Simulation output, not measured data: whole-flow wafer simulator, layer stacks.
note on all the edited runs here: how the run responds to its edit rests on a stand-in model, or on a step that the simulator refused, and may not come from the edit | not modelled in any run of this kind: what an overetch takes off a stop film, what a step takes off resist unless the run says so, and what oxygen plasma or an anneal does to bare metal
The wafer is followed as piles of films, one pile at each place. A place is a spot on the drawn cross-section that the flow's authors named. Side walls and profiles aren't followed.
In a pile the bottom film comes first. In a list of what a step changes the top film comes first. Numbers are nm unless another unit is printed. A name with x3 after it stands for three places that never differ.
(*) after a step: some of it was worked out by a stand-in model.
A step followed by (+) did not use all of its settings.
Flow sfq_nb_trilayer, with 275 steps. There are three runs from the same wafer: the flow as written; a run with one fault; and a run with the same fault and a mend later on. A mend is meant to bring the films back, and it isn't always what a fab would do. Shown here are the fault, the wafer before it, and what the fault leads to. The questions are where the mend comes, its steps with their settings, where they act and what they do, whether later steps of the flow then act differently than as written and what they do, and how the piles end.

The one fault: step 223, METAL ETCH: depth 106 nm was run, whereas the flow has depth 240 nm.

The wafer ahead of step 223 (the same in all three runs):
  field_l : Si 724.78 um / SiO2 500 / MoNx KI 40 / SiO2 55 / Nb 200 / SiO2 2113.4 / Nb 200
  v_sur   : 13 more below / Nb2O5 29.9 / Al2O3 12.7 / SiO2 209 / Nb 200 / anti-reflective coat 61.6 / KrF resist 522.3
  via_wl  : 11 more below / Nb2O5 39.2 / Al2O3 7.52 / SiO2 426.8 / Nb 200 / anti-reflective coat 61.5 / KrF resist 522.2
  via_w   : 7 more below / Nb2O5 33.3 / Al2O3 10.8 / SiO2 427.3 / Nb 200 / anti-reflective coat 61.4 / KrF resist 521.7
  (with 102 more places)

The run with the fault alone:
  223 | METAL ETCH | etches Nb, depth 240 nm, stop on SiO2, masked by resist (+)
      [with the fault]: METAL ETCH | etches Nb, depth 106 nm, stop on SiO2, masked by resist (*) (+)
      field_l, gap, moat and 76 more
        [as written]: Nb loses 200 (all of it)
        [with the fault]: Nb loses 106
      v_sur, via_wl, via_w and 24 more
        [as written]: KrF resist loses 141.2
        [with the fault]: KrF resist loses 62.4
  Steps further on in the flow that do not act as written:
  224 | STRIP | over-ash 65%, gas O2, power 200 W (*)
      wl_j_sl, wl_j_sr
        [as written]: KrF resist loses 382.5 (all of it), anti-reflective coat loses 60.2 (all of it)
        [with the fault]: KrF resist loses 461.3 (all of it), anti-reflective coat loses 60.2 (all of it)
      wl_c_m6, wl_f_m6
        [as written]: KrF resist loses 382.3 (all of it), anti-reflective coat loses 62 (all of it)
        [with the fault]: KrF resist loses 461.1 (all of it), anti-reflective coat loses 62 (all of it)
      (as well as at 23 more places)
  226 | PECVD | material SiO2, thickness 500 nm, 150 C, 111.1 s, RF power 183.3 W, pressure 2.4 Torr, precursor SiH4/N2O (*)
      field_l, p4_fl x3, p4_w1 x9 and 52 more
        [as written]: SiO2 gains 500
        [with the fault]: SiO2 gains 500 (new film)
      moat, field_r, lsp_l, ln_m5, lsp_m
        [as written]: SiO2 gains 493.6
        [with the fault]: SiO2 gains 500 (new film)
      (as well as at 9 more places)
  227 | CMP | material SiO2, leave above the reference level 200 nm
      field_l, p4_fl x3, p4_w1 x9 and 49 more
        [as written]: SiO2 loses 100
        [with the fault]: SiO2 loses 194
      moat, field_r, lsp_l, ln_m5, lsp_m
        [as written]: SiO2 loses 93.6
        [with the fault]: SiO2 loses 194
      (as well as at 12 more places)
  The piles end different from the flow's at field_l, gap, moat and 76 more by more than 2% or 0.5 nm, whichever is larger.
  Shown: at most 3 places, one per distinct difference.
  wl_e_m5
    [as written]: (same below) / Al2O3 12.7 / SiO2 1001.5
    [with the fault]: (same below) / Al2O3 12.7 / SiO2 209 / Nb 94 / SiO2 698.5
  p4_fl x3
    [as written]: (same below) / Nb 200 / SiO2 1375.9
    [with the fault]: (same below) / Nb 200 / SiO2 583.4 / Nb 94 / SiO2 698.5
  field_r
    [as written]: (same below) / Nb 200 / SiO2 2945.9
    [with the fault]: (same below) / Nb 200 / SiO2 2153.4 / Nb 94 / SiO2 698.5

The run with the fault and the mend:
  After step 223 comes the mend.
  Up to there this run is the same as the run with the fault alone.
  223a | METAL ETCH | etches Nb, depth 134 nm, stop on SiO2, masked by resist (+) (the flow's step 223, run once more with other settings)
      field_l, gap, moat and 76 more
        Nb loses 94 (all of it)
      v_sur, via_wl, via_w and 24 more
        KrF resist loses 78.8
  None of the later steps of the flow acts differently than as written at any place that is followed.
  At every place that both follow, the piles at the end match the flow's.
